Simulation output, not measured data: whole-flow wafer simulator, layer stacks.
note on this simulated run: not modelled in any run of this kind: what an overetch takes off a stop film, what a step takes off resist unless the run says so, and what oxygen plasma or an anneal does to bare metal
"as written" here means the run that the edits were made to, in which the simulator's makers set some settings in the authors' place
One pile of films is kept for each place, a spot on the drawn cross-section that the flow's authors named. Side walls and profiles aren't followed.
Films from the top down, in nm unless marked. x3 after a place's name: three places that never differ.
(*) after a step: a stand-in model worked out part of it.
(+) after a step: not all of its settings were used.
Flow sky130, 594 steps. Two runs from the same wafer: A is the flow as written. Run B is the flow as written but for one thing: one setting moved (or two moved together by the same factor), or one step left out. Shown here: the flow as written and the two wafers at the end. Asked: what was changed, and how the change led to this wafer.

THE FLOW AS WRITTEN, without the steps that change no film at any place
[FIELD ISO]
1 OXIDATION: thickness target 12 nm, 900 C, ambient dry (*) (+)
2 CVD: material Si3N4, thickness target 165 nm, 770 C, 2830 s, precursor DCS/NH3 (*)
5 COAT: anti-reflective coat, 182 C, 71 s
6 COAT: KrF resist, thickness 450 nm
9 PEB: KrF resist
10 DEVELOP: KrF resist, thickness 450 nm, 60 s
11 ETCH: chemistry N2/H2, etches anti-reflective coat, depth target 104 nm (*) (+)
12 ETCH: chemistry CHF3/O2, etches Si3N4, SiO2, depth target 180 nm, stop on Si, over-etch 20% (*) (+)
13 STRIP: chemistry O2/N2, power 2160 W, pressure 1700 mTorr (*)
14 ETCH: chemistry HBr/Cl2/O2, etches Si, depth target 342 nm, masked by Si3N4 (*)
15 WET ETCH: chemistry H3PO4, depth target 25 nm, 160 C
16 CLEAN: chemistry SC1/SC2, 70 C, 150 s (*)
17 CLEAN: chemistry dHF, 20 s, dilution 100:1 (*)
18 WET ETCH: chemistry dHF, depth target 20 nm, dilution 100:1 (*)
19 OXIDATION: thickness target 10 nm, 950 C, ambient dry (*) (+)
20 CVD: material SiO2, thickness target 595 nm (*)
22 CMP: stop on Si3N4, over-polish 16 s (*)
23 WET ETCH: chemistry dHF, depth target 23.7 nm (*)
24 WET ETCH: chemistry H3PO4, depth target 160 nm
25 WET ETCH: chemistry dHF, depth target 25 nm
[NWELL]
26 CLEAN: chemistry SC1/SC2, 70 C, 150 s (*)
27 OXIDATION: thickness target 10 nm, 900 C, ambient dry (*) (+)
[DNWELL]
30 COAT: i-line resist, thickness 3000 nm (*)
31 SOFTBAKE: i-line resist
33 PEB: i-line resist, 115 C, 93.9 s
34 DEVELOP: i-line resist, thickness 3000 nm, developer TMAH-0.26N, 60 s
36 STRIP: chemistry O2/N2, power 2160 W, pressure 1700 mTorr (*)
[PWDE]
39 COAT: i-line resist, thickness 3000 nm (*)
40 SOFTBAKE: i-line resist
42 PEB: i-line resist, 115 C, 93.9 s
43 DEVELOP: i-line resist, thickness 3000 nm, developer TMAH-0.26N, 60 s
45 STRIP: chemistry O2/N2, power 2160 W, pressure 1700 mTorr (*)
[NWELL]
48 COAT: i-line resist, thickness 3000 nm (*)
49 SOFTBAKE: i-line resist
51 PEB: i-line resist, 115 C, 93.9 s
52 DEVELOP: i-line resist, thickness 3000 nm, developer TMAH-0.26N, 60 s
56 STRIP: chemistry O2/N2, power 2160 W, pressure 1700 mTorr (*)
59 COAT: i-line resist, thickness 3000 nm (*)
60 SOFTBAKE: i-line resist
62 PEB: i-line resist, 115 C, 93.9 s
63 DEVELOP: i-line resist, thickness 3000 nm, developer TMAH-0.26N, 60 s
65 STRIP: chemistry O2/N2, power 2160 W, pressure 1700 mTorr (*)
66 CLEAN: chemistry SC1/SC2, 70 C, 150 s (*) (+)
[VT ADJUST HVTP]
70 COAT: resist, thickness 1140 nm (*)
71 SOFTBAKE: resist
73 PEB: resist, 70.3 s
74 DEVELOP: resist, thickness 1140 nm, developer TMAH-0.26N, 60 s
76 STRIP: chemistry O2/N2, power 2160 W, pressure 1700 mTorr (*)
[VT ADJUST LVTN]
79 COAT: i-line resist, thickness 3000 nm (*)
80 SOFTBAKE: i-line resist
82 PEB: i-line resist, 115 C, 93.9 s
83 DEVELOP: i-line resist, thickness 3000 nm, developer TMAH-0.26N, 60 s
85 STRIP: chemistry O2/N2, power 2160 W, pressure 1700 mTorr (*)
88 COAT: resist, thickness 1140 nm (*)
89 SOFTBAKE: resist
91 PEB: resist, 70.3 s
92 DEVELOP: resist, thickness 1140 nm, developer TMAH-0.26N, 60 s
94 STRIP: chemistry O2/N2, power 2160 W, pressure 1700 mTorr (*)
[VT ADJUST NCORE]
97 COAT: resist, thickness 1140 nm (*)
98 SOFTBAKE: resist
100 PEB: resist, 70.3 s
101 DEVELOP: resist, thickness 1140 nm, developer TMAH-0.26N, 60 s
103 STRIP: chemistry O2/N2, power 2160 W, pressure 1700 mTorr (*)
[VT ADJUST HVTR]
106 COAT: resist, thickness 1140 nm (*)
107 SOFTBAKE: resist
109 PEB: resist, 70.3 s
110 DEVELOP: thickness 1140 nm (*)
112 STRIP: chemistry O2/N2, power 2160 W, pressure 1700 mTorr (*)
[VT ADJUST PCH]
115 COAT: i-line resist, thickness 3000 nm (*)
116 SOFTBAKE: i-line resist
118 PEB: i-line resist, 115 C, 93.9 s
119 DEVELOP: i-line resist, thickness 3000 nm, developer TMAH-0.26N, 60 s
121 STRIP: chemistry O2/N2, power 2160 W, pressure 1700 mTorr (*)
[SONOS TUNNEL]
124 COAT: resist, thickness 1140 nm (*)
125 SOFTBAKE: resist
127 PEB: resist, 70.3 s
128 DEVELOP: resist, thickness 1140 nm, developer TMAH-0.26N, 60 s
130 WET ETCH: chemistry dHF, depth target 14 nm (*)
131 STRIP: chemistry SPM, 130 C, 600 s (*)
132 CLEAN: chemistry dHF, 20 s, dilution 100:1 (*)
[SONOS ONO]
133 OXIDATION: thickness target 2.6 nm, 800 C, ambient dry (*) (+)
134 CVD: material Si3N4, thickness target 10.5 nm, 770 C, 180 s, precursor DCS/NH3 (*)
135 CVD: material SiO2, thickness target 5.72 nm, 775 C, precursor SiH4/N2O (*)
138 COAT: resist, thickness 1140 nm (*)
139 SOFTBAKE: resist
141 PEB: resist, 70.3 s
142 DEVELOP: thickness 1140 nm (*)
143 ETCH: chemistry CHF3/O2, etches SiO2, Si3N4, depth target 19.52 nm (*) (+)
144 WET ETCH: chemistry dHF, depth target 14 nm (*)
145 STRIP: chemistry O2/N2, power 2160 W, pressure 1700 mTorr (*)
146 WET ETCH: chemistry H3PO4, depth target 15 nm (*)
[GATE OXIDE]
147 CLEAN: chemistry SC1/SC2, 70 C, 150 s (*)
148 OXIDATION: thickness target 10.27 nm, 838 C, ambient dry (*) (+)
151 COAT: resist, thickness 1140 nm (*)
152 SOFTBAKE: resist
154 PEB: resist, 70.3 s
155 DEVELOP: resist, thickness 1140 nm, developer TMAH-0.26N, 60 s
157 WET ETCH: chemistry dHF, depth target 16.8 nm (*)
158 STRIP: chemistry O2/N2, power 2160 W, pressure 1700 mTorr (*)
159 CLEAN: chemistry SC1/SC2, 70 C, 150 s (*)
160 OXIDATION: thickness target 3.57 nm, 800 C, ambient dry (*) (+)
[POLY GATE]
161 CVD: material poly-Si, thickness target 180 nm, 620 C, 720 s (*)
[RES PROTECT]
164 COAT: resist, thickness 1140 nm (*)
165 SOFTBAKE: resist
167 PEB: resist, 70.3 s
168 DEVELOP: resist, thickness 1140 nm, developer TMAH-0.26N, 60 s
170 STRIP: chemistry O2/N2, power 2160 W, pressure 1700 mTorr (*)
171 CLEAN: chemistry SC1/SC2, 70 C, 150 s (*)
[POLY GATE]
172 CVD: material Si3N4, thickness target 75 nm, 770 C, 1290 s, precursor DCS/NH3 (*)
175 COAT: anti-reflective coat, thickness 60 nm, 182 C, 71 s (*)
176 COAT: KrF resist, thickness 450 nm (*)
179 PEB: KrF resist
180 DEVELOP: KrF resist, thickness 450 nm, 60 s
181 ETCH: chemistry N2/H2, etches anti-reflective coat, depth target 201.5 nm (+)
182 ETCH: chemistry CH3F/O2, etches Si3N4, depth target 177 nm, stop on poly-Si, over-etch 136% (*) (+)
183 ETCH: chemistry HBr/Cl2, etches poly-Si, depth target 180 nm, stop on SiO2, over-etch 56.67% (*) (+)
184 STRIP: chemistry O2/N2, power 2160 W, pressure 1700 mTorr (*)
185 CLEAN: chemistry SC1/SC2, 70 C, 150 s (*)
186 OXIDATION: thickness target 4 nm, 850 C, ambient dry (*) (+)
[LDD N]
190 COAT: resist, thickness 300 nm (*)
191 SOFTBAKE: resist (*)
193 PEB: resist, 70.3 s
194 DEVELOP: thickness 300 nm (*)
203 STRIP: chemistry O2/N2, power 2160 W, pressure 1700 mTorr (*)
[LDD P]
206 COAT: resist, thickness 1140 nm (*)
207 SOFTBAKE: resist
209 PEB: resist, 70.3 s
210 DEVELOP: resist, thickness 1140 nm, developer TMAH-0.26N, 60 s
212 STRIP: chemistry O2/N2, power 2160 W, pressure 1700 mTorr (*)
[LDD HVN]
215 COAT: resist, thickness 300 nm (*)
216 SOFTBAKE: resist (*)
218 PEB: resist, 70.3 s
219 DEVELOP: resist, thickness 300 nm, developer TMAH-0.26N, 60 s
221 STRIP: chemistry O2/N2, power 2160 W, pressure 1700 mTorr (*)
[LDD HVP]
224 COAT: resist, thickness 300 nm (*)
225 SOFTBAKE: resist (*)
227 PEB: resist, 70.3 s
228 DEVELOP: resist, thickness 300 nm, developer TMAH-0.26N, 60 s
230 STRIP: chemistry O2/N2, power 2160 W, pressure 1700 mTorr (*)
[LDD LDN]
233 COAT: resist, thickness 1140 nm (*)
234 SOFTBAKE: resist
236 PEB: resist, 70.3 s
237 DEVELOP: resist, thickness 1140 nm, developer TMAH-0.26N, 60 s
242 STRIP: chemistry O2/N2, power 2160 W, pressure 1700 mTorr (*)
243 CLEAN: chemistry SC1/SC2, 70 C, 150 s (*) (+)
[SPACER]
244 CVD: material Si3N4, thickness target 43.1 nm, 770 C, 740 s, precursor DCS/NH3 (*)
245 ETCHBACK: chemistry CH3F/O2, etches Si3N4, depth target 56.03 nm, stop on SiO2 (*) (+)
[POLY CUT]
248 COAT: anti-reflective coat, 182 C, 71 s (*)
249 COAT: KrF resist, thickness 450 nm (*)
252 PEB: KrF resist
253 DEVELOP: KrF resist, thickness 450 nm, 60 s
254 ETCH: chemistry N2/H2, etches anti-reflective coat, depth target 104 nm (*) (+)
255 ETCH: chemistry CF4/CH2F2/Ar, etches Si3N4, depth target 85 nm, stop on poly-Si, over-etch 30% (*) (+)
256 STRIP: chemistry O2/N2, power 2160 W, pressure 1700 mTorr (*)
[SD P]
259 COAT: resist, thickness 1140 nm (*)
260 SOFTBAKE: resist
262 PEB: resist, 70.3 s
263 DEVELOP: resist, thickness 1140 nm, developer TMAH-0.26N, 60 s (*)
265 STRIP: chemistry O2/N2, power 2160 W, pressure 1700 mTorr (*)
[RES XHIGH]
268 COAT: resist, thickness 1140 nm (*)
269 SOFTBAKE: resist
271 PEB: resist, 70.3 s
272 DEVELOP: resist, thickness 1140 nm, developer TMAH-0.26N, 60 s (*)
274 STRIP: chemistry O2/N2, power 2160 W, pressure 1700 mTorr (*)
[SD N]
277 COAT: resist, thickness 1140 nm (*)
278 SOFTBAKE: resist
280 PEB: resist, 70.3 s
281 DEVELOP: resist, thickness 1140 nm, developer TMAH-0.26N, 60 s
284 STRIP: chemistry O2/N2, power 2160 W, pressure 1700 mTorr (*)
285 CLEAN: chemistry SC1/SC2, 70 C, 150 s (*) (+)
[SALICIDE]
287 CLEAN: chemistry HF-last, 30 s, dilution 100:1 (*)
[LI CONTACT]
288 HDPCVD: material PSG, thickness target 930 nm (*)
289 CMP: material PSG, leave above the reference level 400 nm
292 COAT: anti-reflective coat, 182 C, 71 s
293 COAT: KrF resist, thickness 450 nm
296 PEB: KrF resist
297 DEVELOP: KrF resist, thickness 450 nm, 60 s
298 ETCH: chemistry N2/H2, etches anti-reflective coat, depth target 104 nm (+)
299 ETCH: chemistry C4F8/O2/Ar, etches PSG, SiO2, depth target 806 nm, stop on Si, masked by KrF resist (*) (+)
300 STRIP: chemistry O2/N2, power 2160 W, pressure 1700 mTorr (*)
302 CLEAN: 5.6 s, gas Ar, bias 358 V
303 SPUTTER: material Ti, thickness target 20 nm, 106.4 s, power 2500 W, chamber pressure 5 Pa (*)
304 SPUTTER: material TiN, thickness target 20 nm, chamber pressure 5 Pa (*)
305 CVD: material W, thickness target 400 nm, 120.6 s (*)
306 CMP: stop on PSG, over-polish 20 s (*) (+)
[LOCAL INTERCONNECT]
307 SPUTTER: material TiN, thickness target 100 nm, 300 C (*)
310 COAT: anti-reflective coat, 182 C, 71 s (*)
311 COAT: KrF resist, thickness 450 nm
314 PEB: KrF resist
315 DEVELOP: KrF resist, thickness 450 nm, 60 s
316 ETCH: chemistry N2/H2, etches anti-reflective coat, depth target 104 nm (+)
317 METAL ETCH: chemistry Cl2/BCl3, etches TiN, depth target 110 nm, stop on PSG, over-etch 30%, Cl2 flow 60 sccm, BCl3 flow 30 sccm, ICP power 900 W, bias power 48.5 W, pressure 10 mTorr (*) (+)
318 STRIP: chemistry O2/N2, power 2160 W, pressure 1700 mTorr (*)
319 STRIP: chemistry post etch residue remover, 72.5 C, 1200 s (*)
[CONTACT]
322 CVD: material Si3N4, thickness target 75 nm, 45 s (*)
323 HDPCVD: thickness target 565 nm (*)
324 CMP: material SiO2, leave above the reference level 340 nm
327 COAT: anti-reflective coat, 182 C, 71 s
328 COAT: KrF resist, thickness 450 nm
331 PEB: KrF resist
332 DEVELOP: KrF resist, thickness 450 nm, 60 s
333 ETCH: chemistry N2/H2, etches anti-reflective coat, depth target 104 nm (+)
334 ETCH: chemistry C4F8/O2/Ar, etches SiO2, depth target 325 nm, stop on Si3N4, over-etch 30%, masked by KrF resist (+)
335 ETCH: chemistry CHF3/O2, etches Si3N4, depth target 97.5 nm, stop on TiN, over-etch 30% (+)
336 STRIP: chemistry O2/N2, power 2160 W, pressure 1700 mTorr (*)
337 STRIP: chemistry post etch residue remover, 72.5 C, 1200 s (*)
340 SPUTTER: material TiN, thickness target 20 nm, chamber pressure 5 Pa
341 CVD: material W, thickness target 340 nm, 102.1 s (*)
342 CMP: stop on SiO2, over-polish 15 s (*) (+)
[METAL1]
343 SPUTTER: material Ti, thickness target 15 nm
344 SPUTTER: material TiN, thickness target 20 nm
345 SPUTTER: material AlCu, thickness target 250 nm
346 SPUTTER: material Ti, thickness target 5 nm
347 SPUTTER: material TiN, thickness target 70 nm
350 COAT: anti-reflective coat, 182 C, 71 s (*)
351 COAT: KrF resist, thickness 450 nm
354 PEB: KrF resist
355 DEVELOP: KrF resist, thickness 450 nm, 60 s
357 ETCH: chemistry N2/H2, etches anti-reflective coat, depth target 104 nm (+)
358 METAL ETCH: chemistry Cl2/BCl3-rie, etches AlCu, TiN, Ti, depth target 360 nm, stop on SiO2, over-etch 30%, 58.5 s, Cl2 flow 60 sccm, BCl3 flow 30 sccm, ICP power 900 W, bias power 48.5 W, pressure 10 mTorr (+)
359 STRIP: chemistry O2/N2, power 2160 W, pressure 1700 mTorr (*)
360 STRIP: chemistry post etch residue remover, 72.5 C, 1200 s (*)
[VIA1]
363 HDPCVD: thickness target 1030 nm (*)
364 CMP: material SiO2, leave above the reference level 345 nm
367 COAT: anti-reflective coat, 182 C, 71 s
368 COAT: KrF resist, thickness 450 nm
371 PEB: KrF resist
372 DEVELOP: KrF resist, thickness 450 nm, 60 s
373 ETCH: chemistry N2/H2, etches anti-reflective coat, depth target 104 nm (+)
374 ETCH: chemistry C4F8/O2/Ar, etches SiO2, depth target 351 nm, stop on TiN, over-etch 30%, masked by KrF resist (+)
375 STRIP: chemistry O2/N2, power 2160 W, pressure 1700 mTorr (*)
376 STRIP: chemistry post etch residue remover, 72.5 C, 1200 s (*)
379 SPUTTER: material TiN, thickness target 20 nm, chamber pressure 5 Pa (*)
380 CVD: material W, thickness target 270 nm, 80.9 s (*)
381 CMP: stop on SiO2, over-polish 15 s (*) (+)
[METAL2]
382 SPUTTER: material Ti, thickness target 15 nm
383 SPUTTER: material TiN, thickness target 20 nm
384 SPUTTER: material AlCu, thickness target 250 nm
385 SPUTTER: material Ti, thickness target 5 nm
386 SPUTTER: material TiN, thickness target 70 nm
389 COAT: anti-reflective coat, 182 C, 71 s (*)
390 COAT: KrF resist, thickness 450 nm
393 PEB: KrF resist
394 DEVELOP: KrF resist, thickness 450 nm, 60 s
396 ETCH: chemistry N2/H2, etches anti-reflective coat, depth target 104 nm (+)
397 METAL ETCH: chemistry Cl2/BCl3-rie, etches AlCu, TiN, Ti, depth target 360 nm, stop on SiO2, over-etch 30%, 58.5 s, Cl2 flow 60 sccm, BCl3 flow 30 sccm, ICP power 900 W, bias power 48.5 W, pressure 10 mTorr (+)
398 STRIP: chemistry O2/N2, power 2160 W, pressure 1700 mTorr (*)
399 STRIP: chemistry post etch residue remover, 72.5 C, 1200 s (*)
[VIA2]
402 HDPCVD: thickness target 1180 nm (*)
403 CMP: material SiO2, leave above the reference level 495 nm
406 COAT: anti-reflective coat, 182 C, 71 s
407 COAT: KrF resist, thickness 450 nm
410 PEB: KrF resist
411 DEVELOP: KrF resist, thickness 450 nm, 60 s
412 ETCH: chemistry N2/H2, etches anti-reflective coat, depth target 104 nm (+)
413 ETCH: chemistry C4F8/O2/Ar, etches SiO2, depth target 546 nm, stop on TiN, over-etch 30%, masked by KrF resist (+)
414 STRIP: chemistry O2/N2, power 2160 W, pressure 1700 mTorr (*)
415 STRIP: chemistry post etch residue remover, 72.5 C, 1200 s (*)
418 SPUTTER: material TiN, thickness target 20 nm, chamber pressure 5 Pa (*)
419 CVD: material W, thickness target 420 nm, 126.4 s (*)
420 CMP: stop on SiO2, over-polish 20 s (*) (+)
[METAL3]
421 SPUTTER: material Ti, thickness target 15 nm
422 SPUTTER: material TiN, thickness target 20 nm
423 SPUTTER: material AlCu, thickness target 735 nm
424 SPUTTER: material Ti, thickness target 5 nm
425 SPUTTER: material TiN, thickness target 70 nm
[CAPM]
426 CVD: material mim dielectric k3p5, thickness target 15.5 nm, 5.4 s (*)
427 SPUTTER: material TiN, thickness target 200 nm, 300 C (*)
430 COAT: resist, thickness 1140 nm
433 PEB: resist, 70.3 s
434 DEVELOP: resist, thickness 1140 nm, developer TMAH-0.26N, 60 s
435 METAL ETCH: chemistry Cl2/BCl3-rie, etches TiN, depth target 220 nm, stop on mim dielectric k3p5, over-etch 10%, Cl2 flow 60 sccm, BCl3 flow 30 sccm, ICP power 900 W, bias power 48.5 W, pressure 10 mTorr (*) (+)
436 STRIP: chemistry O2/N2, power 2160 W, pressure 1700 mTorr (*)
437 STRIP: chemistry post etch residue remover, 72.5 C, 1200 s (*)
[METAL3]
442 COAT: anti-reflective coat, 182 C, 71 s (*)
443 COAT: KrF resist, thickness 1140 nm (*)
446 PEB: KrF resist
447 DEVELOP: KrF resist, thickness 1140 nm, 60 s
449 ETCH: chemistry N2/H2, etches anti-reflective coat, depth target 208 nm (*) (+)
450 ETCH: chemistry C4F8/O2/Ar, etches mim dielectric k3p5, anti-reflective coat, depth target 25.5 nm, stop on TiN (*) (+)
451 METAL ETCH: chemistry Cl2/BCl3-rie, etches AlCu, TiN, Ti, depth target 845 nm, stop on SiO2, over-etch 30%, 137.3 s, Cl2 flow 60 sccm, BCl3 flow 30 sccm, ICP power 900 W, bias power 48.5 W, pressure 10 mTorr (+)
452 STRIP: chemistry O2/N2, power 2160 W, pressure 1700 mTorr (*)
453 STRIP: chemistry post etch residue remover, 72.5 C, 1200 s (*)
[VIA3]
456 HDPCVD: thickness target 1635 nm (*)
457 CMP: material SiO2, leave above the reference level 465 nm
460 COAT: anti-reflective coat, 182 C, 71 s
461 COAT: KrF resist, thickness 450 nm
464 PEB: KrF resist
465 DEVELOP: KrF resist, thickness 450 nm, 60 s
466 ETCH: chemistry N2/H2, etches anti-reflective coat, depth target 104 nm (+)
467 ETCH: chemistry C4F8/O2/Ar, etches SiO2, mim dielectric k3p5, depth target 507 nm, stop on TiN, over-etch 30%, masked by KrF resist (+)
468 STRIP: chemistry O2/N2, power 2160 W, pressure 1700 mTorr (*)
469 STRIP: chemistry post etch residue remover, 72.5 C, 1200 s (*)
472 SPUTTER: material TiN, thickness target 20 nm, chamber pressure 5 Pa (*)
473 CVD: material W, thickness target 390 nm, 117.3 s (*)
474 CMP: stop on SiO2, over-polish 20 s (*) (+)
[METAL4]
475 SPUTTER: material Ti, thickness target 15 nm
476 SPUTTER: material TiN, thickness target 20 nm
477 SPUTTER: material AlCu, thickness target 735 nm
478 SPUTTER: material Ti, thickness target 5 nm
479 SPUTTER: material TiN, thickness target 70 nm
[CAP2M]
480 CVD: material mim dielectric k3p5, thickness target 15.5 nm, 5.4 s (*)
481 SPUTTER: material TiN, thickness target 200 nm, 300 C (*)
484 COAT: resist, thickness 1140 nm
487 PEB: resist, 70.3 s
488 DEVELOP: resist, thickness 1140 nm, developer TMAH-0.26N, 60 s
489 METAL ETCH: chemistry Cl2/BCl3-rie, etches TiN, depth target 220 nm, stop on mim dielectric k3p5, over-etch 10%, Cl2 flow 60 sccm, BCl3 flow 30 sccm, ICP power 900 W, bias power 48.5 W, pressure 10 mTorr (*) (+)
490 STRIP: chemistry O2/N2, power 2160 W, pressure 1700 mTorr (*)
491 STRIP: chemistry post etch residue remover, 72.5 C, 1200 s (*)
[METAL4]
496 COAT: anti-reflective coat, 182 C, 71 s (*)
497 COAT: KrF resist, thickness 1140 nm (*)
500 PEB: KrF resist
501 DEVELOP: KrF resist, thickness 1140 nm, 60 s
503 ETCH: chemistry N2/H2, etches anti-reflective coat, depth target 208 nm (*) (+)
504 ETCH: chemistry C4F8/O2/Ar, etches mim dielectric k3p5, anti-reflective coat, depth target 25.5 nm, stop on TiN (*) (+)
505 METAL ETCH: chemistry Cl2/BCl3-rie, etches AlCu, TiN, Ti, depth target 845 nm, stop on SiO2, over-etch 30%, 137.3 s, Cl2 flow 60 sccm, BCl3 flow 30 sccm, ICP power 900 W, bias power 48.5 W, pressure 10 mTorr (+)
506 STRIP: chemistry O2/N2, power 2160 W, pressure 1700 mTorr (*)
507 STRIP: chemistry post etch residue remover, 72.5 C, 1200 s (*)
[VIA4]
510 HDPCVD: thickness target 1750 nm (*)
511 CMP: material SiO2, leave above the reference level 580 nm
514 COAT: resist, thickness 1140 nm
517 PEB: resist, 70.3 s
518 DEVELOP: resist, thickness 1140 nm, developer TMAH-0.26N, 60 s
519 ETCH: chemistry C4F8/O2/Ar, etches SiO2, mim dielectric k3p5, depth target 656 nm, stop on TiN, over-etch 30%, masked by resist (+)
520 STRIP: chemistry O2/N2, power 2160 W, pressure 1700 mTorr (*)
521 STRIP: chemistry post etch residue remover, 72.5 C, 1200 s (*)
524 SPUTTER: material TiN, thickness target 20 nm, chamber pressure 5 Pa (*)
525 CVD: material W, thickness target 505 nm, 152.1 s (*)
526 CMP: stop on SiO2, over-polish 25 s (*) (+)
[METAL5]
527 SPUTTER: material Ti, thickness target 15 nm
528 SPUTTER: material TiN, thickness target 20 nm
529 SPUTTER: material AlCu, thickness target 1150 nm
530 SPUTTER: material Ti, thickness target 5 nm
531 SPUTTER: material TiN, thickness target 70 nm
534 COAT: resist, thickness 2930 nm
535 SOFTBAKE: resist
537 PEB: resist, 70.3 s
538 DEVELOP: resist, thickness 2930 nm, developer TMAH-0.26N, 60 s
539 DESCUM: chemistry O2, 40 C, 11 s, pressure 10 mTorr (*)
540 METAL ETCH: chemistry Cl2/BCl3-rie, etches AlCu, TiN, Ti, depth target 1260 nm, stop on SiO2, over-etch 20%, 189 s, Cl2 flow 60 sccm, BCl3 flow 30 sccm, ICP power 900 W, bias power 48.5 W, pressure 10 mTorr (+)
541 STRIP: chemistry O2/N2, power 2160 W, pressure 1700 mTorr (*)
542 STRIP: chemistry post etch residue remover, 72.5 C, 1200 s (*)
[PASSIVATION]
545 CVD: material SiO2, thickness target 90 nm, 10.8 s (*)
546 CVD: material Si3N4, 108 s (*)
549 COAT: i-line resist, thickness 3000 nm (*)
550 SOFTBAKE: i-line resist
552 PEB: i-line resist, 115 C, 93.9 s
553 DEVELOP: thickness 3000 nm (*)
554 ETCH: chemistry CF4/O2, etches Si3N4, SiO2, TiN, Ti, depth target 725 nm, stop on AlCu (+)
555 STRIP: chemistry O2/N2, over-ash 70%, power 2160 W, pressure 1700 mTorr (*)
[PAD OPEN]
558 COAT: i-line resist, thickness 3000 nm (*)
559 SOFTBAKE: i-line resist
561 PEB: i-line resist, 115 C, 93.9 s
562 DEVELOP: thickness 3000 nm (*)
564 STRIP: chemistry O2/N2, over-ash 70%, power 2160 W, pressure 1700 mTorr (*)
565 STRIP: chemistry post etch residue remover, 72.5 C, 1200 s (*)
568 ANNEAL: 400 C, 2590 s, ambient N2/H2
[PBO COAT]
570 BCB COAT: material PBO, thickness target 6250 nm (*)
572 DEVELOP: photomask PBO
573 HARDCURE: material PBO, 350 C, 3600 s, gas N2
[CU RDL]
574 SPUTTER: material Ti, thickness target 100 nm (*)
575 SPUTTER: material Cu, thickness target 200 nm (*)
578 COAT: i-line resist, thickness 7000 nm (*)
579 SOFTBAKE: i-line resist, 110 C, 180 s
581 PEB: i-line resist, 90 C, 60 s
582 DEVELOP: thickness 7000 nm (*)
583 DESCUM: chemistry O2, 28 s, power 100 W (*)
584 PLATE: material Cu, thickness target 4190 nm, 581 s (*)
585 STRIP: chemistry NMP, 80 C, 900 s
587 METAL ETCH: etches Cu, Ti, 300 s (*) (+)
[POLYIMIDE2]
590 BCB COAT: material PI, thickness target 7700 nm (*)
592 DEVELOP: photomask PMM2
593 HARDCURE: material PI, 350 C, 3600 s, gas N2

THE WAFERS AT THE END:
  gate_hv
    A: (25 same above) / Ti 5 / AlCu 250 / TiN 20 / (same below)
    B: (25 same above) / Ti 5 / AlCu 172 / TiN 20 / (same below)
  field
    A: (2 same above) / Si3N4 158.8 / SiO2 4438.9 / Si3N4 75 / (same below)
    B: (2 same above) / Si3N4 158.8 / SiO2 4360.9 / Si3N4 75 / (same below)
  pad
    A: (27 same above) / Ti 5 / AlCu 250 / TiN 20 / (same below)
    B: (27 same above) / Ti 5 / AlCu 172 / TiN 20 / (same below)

The cause: step 345, SPUTTER: thickness target 172 nm was run, where the flow has thickness target 250 nm.
It can be read off the wafer: gate_hv has AlCu 172, and step 345 as written asks for 250 nm.

How the change led to this, step by step:
  345 SPUTTER: material AlCu, thickness target 250 nm
      field, active, n_well and 188 more: A AlCu +250 (new film) | B AlCu +172 (new film)
  358 METAL ETCH: chemistry Cl2/BCl3-rie, etches AlCu, TiN, Ti, depth target 360 nm, stop on SiO2, over-etch 30%, 58.5 s, Cl2 flow 60 sccm, BCl3 flow 30 sccm, ICP power 900 W, bias power 48.5 W, pressure 10 mTorr (+)
      field, active, gate and 81 more: A TiN -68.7 (all of it), Ti -5 (all of it), AlCu -250 (all of it), TiN -20 (all of it), Ti -15 (all of it), SiO2 -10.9 | B TiN -68.7 (all of it), Ti -5 (all of it), AlCu -172 (all of it), TiN -20 (all of it), Ti -15 (all of it), SiO2 -18.7
  364 CMP: material SiO2, leave above the reference level 345 nm
      field, active, gate and 81 more: A SiO2 -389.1 | B SiO2 -459.3
